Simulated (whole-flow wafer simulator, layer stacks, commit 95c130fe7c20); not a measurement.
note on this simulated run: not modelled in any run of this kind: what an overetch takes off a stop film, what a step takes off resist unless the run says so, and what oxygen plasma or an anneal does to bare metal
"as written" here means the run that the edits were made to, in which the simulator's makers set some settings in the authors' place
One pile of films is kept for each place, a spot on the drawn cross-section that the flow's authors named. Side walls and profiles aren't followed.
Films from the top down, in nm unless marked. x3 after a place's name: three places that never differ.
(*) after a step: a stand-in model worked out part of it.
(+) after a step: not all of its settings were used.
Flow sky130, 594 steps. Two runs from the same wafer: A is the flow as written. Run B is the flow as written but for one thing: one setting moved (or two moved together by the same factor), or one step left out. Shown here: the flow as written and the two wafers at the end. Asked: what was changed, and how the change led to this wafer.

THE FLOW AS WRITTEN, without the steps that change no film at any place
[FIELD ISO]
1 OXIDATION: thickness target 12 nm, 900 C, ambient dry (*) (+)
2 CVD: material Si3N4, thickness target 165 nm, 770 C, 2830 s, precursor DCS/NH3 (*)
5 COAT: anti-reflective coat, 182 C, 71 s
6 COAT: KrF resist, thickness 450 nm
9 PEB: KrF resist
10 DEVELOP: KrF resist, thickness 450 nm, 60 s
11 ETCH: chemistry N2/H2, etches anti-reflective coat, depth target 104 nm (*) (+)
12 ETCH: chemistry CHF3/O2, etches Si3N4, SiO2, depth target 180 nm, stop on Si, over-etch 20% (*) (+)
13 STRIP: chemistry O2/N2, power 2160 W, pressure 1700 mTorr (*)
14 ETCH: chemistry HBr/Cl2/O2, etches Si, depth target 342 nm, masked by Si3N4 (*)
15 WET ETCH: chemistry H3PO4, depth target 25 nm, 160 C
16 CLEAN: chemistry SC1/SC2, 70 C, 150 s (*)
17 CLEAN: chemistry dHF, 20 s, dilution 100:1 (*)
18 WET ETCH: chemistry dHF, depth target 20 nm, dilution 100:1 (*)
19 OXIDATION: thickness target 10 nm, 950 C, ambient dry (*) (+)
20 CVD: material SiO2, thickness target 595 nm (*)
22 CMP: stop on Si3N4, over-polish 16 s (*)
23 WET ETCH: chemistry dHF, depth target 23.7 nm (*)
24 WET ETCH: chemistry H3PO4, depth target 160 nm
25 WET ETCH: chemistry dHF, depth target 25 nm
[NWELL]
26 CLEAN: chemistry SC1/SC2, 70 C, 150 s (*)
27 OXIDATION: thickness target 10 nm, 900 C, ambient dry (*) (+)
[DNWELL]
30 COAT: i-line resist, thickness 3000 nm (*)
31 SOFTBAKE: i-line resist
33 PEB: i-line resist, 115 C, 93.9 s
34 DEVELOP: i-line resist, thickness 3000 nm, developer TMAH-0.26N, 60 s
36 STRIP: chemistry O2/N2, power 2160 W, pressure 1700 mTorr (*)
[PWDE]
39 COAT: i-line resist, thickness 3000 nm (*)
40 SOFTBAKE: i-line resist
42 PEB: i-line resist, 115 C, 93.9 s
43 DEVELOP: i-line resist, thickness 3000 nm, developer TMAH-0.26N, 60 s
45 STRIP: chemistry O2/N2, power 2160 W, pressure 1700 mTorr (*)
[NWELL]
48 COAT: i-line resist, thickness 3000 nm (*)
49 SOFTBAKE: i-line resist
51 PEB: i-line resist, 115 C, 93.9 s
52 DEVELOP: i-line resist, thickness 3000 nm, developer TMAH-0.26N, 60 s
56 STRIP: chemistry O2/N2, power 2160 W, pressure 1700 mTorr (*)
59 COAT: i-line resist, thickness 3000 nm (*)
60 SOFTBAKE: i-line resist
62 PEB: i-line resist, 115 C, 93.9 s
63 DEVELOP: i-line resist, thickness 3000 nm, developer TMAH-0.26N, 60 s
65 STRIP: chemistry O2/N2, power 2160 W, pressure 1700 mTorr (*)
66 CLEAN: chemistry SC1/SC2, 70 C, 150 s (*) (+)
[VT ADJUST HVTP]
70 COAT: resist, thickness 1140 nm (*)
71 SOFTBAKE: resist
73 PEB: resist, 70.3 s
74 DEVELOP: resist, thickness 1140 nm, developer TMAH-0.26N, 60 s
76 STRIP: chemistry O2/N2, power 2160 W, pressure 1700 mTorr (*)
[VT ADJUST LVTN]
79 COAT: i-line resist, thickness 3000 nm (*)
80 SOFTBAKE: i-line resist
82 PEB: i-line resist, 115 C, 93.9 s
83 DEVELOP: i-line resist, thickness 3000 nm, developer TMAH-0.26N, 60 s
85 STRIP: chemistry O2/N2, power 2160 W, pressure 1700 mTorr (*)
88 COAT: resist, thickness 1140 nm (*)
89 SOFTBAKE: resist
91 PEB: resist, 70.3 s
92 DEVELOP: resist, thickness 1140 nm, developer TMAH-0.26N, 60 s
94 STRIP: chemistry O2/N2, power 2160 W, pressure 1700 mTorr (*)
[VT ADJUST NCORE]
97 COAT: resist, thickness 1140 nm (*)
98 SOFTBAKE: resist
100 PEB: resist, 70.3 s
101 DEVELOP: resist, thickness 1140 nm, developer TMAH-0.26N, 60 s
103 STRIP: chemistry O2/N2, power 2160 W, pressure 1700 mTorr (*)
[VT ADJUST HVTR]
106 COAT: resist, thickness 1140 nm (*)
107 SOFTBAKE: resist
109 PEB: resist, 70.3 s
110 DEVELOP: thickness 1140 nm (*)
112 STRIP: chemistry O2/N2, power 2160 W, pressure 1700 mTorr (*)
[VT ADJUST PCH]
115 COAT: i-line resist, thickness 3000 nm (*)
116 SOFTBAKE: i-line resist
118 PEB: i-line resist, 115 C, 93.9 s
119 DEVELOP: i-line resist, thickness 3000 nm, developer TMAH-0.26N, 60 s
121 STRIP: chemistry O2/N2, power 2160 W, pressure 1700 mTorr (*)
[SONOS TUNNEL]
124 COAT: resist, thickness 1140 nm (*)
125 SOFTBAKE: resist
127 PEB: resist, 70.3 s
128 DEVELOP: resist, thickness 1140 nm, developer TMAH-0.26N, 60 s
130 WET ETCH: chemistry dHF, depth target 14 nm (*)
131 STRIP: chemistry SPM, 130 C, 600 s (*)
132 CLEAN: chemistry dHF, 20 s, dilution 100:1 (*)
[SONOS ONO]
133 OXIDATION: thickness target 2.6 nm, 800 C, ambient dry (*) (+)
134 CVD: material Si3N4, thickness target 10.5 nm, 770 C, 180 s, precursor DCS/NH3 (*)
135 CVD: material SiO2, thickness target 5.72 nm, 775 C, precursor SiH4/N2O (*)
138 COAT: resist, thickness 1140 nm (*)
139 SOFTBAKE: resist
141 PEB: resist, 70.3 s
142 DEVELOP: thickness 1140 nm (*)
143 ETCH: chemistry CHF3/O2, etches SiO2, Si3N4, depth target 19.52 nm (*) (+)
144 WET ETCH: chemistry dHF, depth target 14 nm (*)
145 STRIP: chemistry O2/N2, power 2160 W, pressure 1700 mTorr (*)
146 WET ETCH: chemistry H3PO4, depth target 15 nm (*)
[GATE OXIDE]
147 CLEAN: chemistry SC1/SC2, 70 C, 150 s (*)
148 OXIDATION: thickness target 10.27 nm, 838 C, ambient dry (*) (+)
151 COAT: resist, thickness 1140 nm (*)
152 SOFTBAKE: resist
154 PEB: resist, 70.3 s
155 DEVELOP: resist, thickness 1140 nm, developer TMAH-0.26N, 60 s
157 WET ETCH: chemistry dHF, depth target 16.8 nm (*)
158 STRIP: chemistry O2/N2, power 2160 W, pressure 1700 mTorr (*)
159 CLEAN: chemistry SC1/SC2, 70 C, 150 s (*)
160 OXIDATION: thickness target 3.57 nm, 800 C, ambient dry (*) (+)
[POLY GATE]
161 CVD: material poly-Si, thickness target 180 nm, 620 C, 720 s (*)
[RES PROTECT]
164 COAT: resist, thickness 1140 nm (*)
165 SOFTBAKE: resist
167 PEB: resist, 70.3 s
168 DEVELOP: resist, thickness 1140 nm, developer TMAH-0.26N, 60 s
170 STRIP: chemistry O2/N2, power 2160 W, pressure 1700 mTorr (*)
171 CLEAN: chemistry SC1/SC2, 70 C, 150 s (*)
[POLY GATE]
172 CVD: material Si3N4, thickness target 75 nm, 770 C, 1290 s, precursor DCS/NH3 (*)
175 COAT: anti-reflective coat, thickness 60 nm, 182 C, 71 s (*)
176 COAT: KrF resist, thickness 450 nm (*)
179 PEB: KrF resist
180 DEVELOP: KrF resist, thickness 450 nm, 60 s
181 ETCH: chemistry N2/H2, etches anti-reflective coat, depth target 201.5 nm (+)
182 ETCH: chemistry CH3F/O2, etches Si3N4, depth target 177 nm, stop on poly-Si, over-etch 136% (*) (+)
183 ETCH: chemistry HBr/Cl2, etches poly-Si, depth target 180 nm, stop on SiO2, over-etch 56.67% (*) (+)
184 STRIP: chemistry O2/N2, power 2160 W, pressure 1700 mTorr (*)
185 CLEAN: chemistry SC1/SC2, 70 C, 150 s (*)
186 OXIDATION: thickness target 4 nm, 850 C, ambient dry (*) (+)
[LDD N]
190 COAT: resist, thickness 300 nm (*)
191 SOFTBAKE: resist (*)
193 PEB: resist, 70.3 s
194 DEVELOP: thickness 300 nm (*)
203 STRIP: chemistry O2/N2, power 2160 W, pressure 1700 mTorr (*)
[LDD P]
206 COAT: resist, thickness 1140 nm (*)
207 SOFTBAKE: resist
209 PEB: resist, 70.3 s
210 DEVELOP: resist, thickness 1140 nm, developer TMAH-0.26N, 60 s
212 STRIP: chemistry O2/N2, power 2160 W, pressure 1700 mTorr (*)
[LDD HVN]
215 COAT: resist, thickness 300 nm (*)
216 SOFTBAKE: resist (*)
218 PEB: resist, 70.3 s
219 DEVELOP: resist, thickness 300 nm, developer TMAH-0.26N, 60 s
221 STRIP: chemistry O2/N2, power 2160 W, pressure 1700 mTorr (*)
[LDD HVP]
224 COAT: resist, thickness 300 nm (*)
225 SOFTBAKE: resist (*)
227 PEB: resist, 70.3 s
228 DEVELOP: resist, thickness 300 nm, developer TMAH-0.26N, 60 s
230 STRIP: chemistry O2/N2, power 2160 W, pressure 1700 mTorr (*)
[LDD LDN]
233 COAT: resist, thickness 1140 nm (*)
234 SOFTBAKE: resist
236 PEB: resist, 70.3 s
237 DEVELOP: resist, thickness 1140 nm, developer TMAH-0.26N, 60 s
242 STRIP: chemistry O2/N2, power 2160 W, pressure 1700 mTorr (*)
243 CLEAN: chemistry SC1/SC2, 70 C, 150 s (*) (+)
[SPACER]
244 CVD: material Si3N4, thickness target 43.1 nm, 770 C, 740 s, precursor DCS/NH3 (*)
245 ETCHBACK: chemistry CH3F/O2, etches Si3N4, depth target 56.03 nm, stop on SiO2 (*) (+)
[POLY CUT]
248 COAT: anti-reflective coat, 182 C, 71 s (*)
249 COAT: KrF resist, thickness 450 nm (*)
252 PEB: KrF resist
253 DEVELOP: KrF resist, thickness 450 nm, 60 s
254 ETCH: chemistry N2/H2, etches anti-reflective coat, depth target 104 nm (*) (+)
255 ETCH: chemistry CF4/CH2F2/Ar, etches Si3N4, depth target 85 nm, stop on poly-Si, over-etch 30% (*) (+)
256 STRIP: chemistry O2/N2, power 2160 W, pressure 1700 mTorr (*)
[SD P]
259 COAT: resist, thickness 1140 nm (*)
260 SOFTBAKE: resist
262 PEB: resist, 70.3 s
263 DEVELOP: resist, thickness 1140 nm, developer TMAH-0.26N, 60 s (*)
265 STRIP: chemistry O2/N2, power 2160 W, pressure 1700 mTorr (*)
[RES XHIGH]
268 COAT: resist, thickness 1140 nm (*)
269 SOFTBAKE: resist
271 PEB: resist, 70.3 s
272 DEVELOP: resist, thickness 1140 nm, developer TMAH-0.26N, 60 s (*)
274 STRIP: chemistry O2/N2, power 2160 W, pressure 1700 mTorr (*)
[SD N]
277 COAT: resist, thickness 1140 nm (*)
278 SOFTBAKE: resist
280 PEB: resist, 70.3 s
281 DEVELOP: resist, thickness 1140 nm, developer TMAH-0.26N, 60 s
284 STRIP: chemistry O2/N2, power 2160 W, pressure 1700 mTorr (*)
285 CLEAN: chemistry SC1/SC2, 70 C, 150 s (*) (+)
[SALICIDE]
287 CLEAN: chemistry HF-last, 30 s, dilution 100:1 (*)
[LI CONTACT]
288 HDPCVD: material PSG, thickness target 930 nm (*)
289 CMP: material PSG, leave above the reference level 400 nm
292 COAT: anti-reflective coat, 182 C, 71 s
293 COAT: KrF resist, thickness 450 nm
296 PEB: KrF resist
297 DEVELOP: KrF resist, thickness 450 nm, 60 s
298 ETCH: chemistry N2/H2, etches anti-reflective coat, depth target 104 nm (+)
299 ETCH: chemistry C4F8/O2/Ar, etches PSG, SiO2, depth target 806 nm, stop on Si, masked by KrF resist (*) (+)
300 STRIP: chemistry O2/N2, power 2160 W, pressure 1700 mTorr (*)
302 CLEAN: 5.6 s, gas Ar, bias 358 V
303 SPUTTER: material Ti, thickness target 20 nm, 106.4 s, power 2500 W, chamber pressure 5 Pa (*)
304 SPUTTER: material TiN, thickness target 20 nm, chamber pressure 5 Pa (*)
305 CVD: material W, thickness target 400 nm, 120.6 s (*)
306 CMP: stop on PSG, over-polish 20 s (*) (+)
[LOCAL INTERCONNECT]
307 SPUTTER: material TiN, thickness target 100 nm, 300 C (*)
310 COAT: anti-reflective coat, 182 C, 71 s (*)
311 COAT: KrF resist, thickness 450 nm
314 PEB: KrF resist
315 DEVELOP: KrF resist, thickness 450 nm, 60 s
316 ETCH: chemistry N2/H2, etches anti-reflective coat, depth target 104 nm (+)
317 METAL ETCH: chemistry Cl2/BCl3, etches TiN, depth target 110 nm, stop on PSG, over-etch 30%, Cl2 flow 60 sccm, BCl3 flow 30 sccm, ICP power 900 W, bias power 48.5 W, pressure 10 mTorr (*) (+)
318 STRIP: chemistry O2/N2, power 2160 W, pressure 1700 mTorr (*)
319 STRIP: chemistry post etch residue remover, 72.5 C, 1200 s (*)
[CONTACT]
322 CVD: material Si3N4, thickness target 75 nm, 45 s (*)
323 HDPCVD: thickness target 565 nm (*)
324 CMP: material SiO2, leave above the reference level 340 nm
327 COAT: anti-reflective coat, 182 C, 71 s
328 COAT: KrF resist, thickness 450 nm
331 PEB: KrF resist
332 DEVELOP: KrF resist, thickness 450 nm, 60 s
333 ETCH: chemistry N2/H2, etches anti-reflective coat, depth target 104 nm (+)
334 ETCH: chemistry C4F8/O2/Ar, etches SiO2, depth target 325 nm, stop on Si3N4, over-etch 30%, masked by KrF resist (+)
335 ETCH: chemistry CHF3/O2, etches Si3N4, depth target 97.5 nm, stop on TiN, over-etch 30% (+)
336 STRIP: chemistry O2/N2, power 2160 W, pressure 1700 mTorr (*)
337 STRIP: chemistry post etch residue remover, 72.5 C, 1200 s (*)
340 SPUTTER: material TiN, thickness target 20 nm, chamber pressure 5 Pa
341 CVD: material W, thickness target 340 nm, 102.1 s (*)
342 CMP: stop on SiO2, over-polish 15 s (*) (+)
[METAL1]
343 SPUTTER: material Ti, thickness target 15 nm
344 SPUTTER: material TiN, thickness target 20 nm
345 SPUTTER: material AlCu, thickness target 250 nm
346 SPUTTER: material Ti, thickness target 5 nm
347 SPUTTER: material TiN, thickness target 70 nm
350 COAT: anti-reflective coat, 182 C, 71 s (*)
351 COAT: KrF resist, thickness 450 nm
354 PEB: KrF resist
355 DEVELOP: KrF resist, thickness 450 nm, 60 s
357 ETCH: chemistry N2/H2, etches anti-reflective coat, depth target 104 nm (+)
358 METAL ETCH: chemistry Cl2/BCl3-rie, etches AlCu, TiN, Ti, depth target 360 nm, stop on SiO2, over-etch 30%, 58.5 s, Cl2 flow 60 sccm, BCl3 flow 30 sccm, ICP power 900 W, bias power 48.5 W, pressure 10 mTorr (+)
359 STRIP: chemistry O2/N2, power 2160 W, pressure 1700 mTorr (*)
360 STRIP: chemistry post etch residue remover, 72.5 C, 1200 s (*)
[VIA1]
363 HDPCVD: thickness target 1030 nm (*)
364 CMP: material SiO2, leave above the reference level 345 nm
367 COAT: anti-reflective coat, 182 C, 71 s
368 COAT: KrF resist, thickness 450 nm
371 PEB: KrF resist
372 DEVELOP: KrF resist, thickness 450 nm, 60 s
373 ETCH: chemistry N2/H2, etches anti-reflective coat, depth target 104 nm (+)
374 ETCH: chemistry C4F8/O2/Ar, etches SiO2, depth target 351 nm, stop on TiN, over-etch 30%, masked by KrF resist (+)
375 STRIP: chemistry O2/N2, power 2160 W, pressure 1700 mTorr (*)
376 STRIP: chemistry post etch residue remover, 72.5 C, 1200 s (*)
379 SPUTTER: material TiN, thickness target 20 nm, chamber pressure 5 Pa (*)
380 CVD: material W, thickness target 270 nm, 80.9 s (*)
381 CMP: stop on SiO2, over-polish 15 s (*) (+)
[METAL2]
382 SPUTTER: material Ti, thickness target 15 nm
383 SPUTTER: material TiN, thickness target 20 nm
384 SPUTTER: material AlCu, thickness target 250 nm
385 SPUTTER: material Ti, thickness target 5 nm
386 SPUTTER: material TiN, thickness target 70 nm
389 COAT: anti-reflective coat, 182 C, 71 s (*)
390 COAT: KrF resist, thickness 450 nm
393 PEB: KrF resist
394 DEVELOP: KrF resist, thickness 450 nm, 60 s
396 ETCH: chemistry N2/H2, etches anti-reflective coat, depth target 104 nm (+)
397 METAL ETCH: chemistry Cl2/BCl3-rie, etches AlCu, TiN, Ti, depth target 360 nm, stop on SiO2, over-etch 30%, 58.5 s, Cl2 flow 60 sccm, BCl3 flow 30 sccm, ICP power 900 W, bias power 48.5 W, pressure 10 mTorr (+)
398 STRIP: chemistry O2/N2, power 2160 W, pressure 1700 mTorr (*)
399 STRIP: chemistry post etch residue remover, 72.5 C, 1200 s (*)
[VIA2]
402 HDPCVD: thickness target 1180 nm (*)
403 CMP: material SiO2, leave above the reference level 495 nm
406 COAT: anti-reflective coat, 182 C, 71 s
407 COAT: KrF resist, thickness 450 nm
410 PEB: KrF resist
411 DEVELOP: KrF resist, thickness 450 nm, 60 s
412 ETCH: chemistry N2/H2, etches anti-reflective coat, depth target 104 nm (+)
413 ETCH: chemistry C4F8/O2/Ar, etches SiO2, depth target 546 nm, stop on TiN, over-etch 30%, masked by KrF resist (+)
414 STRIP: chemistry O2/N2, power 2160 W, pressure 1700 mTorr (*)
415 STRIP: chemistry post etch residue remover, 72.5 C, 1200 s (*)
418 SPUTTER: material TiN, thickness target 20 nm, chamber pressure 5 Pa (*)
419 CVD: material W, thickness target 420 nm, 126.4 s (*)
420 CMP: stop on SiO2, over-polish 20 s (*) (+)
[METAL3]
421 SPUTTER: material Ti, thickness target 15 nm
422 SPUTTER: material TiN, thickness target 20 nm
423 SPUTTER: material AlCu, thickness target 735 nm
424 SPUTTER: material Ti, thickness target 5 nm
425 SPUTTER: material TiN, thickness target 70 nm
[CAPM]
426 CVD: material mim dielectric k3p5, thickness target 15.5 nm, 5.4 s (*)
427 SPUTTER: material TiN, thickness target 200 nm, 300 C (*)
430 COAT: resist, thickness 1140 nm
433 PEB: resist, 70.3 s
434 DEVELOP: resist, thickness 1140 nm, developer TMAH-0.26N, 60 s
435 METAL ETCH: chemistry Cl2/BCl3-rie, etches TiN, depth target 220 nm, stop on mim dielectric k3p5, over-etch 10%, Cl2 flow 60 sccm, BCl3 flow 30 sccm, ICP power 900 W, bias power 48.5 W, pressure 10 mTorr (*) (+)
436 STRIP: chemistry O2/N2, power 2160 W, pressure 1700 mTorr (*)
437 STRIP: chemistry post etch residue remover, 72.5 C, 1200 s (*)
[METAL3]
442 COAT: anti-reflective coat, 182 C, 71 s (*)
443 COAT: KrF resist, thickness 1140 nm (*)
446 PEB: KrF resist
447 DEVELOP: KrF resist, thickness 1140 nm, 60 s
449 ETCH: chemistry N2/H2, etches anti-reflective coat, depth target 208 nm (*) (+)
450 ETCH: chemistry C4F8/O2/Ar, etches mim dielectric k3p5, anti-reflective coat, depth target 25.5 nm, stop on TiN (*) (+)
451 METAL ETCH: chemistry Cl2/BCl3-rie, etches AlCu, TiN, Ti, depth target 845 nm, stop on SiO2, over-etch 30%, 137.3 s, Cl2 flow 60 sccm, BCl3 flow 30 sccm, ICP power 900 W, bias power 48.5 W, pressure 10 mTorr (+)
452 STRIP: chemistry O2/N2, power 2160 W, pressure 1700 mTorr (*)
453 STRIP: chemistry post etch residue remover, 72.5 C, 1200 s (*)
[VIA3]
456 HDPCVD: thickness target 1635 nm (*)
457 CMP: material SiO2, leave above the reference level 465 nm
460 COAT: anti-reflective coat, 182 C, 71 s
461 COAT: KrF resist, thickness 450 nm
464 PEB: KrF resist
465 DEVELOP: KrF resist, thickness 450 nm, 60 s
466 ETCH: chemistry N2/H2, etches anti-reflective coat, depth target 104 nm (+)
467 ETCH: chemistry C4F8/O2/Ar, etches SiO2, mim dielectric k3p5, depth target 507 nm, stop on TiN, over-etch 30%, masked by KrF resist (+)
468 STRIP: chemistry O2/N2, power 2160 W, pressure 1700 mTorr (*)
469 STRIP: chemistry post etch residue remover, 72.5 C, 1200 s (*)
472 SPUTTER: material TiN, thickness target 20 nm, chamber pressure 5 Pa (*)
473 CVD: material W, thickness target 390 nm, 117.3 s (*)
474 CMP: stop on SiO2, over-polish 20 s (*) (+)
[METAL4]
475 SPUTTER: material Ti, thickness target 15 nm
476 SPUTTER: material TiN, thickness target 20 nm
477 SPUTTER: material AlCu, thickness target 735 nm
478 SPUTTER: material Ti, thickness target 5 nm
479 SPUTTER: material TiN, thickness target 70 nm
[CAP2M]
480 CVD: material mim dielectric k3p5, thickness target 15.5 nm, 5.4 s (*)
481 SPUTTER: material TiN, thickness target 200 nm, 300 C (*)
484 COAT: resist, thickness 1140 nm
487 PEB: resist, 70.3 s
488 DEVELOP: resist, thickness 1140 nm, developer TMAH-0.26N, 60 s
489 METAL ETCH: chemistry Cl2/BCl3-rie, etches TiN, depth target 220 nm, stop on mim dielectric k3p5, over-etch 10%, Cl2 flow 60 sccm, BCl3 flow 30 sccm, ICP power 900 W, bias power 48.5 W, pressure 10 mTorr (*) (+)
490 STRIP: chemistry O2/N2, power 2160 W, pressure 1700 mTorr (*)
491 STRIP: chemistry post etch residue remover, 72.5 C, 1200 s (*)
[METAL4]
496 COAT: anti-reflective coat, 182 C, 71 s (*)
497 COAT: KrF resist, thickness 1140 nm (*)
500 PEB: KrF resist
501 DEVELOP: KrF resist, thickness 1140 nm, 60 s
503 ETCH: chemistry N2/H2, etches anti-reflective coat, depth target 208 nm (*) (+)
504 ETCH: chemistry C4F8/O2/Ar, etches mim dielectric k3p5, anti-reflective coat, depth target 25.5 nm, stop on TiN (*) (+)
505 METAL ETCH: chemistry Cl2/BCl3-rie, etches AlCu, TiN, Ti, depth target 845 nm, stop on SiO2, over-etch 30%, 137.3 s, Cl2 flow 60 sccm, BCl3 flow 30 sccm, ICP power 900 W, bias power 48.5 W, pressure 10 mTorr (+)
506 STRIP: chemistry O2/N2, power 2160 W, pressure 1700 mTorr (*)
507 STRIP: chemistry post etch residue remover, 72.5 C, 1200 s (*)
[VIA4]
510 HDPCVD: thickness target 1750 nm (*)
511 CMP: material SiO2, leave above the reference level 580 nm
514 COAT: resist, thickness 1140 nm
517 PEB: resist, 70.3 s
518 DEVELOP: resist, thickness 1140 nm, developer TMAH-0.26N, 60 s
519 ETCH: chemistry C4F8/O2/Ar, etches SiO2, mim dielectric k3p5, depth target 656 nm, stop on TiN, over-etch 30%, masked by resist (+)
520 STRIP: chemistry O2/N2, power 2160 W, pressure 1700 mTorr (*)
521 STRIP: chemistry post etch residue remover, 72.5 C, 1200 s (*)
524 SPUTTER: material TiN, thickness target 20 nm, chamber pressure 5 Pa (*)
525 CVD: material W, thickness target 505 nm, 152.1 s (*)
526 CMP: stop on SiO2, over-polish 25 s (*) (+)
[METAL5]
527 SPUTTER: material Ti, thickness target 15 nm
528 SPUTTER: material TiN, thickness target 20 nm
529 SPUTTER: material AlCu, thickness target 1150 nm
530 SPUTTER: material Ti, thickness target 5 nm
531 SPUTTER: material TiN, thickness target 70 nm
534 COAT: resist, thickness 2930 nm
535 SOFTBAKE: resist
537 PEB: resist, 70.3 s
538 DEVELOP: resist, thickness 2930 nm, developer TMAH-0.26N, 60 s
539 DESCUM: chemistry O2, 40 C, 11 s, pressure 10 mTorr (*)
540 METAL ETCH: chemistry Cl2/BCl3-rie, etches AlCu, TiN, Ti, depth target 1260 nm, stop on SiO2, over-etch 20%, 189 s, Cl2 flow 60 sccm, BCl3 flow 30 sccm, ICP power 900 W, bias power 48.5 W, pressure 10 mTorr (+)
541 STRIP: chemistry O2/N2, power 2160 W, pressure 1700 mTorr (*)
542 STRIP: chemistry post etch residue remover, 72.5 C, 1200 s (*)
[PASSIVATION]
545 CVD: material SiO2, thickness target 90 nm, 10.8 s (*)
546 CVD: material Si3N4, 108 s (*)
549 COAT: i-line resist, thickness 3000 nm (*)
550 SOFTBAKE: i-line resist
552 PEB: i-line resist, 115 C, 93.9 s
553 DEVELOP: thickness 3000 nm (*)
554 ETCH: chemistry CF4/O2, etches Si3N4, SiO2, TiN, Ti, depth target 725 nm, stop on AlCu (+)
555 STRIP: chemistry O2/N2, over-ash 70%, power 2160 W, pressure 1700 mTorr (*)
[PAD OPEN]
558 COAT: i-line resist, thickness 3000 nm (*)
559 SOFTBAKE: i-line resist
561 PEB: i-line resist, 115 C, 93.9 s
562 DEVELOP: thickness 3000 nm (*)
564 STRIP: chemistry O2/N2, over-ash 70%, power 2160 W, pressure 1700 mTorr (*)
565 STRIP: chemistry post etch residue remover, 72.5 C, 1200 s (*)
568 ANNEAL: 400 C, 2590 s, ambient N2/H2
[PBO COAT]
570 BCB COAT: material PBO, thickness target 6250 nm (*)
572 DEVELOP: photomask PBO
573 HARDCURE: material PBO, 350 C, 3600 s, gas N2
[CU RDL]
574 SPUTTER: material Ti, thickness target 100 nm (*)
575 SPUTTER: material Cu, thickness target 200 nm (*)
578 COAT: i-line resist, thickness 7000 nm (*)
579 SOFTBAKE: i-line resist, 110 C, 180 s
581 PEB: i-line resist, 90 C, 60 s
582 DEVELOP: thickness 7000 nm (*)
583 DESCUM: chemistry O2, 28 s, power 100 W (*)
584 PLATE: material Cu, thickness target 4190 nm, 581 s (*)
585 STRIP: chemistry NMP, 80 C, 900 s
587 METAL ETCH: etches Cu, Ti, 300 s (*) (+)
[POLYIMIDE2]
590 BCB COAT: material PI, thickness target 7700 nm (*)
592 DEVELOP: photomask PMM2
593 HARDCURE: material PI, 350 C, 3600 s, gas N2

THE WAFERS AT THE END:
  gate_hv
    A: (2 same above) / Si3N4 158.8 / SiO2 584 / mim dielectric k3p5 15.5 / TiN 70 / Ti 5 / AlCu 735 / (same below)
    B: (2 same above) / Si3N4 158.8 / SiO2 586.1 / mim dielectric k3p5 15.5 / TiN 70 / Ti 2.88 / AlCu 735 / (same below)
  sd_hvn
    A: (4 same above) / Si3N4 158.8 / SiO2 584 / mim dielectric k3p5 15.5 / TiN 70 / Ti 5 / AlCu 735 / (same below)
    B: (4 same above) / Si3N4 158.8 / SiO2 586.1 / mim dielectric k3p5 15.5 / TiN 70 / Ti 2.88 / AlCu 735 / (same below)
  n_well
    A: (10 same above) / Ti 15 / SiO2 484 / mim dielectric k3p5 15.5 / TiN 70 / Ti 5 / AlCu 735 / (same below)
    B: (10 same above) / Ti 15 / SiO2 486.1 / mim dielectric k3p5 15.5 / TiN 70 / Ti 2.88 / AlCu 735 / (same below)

The cause: step 478, SPUTTER: thickness target 2.88 nm was run, where the flow has thickness target 5 nm.
It can be read off the wafer: gate_hv has Ti 2.88, and step 478 as written asks for 5 nm.

How the change led to this, step by step:
  478 SPUTTER: material Ti, thickness target 5 nm
      field, active, n_well and 189 more: A Ti +5 (new film) | B Ti +2.88 (new film)
  505 METAL ETCH: chemistry Cl2/BCl3-rie, etches AlCu, TiN, Ti, depth target 845 nm, stop on SiO2, over-etch 30%, 137.3 s, Cl2 flow 60 sccm, BCl3 flow 30 sccm, ICP power 900 W, bias power 48.5 W, pressure 10 mTorr (+)
      field, gate, spacer and 68 more: A TiN -70 (all of it), Ti -5 (all of it), AlCu -735 (all of it), TiN -20 (all of it), Ti -15 (all of it), SiO2 -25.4 | B TiN -70 (all of it), Ti -2.88 (all of it), AlCu -735 (all of it), TiN -20 (all of it), Ti -15 (all of it), SiO2 -25.6
      active, vpp_iso1, mim_edge_plate and 14 more: A TiN -70 (all of it), Ti -5 (all of it), AlCu -735 (all of it), TiN -20 (all of it), Ti -15 (all of it), SiO2 -25.3 | B TiN -70 (all of it), Ti -2.88 (all of it), AlCu -735 (all of it), TiN -20 (all of it), Ti -15 (all of it), SiO2 -25.6
